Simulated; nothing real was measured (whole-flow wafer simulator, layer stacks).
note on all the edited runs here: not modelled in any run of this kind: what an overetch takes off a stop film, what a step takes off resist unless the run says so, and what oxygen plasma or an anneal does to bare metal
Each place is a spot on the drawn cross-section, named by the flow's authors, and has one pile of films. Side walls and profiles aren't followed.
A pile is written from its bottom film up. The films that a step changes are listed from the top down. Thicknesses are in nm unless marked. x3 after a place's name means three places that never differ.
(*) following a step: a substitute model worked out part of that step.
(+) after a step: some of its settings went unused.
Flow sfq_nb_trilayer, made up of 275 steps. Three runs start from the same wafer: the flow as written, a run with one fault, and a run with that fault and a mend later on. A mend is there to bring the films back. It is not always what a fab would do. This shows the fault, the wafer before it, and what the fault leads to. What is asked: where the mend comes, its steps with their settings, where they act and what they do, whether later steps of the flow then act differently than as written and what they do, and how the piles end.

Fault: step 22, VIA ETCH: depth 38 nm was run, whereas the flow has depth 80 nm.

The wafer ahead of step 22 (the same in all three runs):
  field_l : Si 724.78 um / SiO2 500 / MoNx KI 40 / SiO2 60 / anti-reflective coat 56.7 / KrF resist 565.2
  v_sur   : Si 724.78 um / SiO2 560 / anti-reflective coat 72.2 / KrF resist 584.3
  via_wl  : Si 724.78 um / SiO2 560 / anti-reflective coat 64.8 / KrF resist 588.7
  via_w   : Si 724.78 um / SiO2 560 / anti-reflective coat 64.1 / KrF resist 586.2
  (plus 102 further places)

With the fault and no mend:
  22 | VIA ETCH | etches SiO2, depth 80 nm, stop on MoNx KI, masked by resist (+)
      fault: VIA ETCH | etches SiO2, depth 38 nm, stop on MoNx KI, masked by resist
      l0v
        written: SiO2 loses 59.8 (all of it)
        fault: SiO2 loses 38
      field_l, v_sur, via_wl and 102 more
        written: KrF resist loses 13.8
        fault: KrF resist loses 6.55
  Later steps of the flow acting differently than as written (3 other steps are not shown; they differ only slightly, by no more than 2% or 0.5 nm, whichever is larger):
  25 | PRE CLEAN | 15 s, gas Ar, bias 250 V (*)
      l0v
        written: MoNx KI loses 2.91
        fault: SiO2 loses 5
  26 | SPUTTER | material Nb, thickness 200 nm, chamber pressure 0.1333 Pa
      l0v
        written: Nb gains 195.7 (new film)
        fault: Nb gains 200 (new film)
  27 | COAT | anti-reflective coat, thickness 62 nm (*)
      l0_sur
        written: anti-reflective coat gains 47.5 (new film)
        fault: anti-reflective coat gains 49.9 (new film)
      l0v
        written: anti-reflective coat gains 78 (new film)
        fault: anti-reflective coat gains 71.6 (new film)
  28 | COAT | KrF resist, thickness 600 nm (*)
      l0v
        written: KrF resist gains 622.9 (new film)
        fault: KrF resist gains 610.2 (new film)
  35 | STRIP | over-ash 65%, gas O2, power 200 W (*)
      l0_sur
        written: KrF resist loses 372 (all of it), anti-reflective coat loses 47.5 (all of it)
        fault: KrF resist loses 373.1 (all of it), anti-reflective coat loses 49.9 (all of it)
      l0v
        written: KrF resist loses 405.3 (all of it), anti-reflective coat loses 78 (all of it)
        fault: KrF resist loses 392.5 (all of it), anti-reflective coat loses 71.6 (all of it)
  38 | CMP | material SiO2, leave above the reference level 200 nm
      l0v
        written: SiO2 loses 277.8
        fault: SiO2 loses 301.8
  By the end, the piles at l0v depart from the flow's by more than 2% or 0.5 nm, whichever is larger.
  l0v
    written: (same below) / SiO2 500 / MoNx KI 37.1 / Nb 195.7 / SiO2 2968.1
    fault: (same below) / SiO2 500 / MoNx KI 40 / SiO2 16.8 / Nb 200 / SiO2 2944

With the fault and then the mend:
  The mend follows step 22.
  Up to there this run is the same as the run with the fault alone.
  22a | VIA ETCH | etches SiO2, depth 42 nm, stop on MoNx KI, masked by resist (+) (the flow's step 22 again, with other settings)
      field_l, v_sur, via_wl and 102 more
        KrF resist loses 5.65
      l0v
        SiO2 loses 21.8 (all of it)
  Later steps of the flow that are run all act as written at every place that is followed, up to a difference of at most 2% or 0.5 nm, whichever is larger.
  By the end, the piles equal the flow's at every place that both follow.
